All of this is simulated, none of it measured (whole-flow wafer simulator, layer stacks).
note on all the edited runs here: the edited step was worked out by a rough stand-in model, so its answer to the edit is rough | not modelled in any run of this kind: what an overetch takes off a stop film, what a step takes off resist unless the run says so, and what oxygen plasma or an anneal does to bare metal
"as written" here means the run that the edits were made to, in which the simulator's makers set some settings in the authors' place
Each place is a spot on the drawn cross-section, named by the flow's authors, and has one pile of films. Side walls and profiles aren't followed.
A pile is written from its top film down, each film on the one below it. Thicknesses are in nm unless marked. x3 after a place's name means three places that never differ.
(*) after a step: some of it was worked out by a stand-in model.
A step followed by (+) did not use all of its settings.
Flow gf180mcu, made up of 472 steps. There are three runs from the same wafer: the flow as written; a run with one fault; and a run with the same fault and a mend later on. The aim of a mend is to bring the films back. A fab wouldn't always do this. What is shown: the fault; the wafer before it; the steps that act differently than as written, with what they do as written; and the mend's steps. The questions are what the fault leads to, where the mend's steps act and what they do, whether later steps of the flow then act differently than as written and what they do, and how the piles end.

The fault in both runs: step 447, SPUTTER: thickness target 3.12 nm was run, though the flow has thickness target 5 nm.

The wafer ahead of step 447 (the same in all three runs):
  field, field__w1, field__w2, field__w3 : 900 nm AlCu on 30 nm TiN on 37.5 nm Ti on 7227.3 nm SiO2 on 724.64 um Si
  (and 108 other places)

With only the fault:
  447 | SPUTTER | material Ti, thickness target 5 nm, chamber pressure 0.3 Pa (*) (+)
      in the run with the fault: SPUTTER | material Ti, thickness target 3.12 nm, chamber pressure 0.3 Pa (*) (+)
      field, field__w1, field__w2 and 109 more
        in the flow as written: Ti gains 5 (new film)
        in the run with the fault: Ti gains 3.12 (new film)
  Later steps of the flow acting differently than as written (4 more steps, not shown, differ only slightly: by at most 2% or 0.5 nm, whichever is larger):
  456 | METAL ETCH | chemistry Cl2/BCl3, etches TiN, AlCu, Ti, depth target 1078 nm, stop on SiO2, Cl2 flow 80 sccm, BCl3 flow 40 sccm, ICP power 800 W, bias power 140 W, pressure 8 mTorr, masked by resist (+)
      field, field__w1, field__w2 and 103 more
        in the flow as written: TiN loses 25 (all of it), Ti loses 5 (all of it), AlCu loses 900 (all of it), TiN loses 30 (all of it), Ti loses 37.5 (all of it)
        in the run with the fault: TiN loses 25 (all of it), Ti loses 3.12 (all of it), AlCu loses 900 (all of it), TiN loses 30 (all of it), Ti loses 37.5 (all of it)
  At field__w8, contact, m1, m1__w1, pad, m1_nw, the piles at the end differ from the flow's by more than 2% or 0.5 nm, whichever is larger.
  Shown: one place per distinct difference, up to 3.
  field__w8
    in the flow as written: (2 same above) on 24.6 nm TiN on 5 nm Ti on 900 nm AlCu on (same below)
    in the run with the fault: (2 same above) on 24.6 nm TiN on 3.12 nm Ti on 900 nm AlCu on (same below)
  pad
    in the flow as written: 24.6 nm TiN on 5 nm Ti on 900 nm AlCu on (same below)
    in the run with the fault: 24.6 nm TiN on 3.12 nm Ti on 900 nm AlCu on (same below)

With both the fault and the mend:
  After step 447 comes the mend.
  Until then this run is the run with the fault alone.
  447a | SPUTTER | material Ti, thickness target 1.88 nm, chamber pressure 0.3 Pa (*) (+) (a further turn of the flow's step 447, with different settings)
      field, field__w1, field__w2 and 109 more
        Ti gains 1.88
  None of the later steps of the flow acts differently than as written at any place that is followed.
  At every place that both follow, the piles at the end match the flow's.
